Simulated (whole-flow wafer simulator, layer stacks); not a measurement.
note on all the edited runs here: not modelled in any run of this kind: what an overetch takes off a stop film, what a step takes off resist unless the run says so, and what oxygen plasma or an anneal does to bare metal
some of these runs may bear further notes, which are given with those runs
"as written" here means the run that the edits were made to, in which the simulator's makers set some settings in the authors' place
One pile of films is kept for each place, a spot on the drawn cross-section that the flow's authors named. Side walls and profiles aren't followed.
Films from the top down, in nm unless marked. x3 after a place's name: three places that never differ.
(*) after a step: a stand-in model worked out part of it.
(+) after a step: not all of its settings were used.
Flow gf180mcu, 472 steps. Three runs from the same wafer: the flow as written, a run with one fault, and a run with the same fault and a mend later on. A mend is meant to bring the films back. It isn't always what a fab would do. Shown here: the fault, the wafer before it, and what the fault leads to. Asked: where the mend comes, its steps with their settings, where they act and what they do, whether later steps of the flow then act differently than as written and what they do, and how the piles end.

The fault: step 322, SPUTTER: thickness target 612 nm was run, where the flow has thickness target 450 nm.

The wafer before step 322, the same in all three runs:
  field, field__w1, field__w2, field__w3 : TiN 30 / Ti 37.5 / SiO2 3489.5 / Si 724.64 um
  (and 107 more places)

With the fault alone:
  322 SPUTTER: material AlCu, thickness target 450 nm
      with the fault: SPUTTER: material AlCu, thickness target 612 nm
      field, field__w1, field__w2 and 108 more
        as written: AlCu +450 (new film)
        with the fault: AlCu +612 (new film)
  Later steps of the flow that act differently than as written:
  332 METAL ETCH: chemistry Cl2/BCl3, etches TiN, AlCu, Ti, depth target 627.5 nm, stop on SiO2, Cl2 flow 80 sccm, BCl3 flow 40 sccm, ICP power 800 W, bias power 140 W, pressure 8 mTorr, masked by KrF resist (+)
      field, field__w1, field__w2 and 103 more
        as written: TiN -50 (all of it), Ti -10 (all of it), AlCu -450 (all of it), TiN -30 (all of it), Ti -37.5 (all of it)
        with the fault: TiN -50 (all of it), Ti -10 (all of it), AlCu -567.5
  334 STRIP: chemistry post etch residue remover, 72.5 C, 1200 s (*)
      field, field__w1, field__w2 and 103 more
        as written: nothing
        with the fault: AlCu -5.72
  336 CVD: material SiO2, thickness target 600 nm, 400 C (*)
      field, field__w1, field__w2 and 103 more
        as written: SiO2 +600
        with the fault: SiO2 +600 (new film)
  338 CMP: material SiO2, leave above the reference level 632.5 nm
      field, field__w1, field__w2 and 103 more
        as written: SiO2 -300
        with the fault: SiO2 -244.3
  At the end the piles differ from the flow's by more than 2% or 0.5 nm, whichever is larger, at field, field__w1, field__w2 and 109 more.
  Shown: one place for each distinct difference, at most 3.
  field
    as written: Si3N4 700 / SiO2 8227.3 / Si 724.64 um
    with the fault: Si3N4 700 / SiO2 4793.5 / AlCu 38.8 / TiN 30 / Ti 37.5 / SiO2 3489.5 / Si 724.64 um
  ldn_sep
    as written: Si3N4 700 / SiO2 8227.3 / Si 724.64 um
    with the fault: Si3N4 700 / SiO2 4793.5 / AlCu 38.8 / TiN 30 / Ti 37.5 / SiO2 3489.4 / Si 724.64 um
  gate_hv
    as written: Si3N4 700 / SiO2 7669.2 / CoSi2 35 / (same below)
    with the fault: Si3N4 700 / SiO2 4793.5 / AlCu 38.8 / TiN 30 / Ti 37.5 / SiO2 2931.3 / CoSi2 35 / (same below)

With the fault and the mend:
  The mend comes after step 322.
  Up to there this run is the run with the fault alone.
  322a METAL ETCH: chemistry Cl2/BCl3, etches TiN, AlCu, Ti, depth target 162 nm, Cl2 flow 80 sccm, BCl3 flow 40 sccm, ICP power 800 W, bias power 140 W, pressure 8 mTorr (the flow's step 260 once more, with other settings)
      field, field__w1, field__w2 and 108 more
        AlCu -162
  No later step of the flow acts differently than as written at any place that is followed.
  At the end the piles are the same as the flow's at every place that both follow.
